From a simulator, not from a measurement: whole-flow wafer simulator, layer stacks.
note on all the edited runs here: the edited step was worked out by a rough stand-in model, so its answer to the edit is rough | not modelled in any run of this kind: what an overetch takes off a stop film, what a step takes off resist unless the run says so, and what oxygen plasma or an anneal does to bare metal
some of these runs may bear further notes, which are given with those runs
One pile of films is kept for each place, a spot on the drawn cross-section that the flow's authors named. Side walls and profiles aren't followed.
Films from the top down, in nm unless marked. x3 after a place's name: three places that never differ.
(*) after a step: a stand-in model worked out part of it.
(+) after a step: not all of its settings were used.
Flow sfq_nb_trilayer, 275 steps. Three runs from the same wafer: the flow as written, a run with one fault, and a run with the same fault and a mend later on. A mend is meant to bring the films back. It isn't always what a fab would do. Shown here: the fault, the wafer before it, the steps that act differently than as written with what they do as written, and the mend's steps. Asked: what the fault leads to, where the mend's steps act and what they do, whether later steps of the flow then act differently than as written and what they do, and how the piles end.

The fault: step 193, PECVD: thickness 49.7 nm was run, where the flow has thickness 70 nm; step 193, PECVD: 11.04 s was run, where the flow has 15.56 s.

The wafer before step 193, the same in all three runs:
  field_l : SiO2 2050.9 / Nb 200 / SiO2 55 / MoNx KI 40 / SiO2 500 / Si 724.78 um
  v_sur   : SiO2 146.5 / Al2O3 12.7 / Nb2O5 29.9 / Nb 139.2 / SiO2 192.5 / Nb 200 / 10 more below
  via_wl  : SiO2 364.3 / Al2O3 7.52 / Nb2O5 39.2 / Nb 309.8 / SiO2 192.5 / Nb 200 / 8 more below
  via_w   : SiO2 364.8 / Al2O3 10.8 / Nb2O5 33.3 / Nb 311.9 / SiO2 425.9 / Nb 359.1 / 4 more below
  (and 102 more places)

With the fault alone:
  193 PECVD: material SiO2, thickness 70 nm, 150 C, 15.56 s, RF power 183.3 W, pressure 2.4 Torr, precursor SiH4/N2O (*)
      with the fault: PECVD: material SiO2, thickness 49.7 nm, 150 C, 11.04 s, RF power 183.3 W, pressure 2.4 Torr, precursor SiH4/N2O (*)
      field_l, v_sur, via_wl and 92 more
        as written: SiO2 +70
        with the fault: SiO2 +49.7
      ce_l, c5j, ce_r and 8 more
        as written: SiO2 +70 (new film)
        with the fault: SiO2 +49.7 (new film)
  Later steps of the flow that act differently than as written (10 more steps differ only slightly, by at most 2% or 0.5 nm, whichever is larger, and aren't shown):
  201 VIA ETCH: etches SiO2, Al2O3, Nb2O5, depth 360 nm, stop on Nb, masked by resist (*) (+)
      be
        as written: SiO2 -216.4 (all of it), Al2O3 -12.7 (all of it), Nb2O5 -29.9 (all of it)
        with the fault: SiO2 -196.1 (all of it), Al2O3 -12.7 (all of it), Nb2O5 -29.9 (all of it)
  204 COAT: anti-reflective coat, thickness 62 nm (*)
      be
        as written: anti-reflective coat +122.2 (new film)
        with the fault: anti-reflective coat +119.1 (new film)
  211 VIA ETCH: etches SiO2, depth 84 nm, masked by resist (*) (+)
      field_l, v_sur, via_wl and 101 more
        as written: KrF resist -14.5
        with the fault: KrF resist -12.8
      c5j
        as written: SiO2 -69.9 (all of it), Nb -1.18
        with the fault: SiO2 -49.6 (all of it), Nb -2.06
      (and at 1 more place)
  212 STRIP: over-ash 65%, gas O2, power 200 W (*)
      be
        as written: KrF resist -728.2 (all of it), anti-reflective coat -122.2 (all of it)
        with the fault: KrF resist -715.4 (all of it), anti-reflective coat -119.1 (all of it)
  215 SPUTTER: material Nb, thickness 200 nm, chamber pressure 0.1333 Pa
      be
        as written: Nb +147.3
        with the fault: Nb +152
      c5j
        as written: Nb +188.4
        with the fault: Nb +194.2
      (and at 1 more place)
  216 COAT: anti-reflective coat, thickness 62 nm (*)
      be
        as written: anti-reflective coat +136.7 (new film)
        with the fault: anti-reflective coat +132.9 (new film)
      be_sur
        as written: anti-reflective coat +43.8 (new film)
        with the fault: anti-reflective coat +44.7 (new film)
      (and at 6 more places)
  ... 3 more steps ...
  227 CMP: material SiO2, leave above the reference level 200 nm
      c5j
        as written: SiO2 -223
        with the fault: SiO2 -233.5
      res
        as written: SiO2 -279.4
        with the fault: SiO2 -303.6
  At the end the piles differ from the flow's by more than 2% or 0.5 nm, whichever is larger, at v_sur, via_wl, via_w and 61 more.
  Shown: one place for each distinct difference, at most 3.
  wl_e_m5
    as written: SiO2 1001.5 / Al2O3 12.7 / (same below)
    with the fault: SiO2 981.2 / Al2O3 12.7 / (same below)
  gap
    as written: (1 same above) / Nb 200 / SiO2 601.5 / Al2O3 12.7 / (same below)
    with the fault: (1 same above) / Nb 200 / SiO2 581.2 / Al2O3 12.7 / (same below)
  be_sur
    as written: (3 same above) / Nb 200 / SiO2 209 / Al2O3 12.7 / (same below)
    with the fault: (3 same above) / Nb 200 / SiO2 188.7 / Al2O3 12.7 / (same below)

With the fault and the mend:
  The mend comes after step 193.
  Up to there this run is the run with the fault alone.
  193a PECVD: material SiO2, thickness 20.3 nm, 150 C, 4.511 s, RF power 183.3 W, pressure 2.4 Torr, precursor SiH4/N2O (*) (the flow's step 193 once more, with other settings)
      field_l, v_sur, via_wl and 103 more
        SiO2 +20.3
  No later step of the flow acts differently than as written, at any place that is followed, by more than 2% or 0.5 nm, whichever is larger.
  At the end the piles are the same as the flow's at every place that both follow.
